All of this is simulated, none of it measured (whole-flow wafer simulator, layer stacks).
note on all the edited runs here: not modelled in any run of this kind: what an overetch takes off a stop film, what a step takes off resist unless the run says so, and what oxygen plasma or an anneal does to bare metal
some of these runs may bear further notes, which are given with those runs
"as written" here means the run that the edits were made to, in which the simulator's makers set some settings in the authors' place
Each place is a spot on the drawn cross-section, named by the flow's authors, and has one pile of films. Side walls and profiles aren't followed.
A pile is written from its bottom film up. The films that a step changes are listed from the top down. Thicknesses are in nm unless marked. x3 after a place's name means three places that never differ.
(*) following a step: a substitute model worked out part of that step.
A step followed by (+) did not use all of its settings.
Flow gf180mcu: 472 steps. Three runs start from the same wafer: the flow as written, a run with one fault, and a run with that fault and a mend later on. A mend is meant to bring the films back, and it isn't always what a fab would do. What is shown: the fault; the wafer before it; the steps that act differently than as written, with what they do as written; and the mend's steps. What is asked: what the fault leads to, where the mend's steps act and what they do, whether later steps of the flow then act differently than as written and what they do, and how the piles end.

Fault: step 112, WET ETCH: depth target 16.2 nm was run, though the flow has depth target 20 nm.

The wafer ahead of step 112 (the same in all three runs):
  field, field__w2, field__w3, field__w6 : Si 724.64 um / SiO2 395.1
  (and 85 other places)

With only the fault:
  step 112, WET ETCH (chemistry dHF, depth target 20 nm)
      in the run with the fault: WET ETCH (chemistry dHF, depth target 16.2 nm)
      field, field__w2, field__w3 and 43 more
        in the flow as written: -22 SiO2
        in the run with the fault: -17.8 SiO2
  Steps later in the flow that act otherwise than as written (not shown: 54 more steps that differ only slightly, by at most 2% or 0.5 nm, whichever is larger):
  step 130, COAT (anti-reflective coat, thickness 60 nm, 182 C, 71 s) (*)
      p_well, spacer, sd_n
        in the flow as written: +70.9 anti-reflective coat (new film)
        in the run with the fault: +74.9 anti-reflective coat (new film)
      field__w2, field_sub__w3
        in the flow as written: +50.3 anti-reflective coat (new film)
        in the run with the fault: +48.9 anti-reflective coat (new film)
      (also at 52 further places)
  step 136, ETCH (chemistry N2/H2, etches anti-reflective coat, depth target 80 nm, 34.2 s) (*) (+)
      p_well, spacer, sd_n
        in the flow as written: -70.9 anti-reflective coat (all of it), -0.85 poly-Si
        in the run with the fault: -74.9 anti-reflective coat (all of it), -0.75 poly-Si
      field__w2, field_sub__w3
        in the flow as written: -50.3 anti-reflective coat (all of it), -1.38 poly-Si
        in the run with the fault: -48.9 anti-reflective coat (all of it), -1.41 poly-Si
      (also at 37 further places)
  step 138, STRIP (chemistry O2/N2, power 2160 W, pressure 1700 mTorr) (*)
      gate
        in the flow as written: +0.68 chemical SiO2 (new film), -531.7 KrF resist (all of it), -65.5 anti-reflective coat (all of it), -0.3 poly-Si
        in the run with the fault: +0.68 chemical SiO2 (new film), -531.8 KrF resist (all of it), -67.3 anti-reflective coat (all of it), -0.3 poly-Si
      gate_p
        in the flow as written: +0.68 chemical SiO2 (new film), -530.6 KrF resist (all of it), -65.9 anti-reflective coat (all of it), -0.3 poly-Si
        in the run with the fault: +0.68 chemical SiO2 (new film), -530.7 KrF resist (all of it), -68 anti-reflective coat (all of it), -0.3 poly-Si
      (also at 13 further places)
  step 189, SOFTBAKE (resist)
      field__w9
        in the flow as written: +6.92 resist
        in the run with the fault: -3.09 resist
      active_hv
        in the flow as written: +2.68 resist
        in the run with the fault: -0.49 resist
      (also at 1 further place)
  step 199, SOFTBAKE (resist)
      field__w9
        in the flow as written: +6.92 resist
        in the run with the fault: -3.09 resist
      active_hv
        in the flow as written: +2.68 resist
        in the run with the fault: -0.49 resist
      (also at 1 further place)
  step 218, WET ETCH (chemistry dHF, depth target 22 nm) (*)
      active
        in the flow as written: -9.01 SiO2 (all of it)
        in the run with the fault: -8.38 SiO2 (all of it)
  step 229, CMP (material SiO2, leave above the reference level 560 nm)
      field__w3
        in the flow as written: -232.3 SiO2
        in the run with the fault: -237.3 SiO2
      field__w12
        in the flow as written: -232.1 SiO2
        in the run with the fault: -237.1 SiO2
  The piles end only slightly different from the flow's at the places that both follow, by no more than 2% or 0.5 nm, whichever is larger.

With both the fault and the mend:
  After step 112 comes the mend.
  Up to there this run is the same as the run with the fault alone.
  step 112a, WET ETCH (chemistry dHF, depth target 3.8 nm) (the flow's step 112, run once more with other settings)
      field, field__w2, field__w3 and 43 more
        -3.8 SiO2
  Steps later in the flow that act otherwise than as written (not shown: 56 more steps that differ only slightly, by at most 2% or 0.5 nm, whichever is larger):
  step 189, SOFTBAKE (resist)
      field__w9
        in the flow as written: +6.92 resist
        in the run with the mend: -3.06 resist
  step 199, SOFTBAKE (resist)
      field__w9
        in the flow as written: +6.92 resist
        in the run with the mend: -3.06 resist
  The piles end only slightly different from the flow's at the places that both follow, by no more than 2% or 0.5 nm, whichever is larger.
